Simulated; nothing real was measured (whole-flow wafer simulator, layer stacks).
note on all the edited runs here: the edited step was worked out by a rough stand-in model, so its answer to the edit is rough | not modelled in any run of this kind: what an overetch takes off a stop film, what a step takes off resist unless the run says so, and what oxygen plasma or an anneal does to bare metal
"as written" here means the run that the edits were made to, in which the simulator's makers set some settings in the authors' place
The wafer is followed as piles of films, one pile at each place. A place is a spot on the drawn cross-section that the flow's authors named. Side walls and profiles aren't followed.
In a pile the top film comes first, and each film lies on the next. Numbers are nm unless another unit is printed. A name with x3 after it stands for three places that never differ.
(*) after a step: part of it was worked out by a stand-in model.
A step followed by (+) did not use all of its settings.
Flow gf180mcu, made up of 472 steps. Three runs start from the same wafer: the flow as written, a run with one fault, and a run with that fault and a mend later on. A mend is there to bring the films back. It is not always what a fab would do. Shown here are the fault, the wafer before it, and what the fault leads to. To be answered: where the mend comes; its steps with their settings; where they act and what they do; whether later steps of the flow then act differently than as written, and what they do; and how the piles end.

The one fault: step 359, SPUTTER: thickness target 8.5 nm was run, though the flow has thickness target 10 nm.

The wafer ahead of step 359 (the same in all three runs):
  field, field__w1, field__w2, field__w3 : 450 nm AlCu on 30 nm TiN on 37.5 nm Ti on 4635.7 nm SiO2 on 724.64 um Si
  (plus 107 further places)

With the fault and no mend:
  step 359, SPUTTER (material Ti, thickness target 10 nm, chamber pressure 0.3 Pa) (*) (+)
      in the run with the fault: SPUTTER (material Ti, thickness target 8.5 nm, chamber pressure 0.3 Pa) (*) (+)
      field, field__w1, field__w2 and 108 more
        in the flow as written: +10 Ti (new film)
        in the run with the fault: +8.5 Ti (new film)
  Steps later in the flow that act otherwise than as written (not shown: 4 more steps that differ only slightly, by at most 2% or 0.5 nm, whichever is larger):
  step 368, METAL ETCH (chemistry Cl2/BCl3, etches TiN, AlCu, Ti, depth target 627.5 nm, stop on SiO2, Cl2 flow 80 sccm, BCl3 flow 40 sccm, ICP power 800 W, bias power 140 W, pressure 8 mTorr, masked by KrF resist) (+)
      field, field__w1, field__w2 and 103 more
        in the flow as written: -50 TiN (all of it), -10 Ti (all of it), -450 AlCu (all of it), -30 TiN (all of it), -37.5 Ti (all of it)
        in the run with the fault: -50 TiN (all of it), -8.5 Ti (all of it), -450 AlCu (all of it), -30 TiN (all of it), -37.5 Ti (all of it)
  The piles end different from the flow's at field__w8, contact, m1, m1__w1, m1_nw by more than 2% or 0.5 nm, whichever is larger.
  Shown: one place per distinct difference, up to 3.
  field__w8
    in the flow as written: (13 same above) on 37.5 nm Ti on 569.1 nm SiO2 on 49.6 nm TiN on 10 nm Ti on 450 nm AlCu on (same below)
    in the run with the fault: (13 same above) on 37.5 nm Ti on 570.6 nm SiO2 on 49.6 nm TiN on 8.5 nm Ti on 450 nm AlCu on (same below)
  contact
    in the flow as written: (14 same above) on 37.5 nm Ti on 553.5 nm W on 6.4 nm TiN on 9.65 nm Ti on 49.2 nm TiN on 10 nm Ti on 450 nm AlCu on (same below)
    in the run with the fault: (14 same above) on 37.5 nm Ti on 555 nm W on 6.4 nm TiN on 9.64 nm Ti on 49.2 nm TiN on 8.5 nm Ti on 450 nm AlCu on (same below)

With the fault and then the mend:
  The mend follows step 359.
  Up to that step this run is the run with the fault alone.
  step 359a, SPUTTER (material Ti, thickness target 1.5 nm, chamber pressure 0.3 Pa) (*) (+) (a further turn of the flow's step 359, with different settings)
      field, field__w1, field__w2 and 108 more
        +1.5 Ti
  Every later step of the flow that is run acts as written at every place that is followed.
  At every place that both follow, the piles at the end match the flow's.
